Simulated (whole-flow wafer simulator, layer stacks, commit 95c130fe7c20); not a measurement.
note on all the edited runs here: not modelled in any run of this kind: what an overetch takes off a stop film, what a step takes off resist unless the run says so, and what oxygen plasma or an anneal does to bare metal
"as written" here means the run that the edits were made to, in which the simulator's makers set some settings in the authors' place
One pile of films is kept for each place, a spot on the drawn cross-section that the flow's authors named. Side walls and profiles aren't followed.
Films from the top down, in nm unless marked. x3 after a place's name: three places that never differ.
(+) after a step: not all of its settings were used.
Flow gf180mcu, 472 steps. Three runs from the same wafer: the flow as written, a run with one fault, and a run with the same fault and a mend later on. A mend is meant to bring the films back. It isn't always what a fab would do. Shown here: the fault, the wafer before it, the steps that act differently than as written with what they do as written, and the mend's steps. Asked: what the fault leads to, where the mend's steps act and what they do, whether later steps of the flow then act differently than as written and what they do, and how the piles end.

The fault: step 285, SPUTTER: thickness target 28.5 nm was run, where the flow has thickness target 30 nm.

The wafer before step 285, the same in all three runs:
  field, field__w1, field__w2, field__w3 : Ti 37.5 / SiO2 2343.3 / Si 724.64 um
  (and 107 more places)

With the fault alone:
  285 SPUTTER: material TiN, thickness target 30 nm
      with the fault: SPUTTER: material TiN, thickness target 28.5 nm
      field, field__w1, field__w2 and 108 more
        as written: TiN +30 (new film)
        with the fault: TiN +28.5 (new film)
  Later steps of the flow that act differently than as written (1 more step differs only slightly, by at most 2% or 0.5 nm, whichever is larger, and isn't shown):
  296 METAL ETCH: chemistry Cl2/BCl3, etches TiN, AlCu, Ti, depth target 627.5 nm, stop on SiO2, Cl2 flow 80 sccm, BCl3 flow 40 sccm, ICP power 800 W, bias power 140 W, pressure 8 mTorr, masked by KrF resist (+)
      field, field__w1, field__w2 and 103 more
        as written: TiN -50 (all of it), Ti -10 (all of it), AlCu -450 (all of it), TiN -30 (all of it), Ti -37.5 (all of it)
        with the fault: TiN -50 (all of it), Ti -10 (all of it), AlCu -450 (all of it), TiN -28.5 (all of it), Ti -37.5 (all of it)
  At the end the piles differ from the flow's by more than 2% or 0.5 nm, whichever is larger, at field__w8, contact, m1, m1__w1, m1_nw.
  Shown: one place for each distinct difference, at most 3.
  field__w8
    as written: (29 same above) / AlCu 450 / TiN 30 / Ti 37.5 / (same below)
    with the fault: (29 same above) / AlCu 450 / TiN 28.5 / Ti 37.5 / (same below)
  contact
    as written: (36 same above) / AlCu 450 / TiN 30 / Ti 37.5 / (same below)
    with the fault: (36 same above) / AlCu 450 / TiN 28.5 / Ti 37.5 / (same below)

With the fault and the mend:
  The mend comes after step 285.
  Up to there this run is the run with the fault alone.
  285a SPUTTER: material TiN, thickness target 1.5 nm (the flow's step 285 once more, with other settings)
      field, field__w1, field__w2 and 108 more
        TiN +1.5
  No later step of the flow acts differently than as written at any place that is followed.
  At the end the piles are the same as the flow's at every place that both follow.
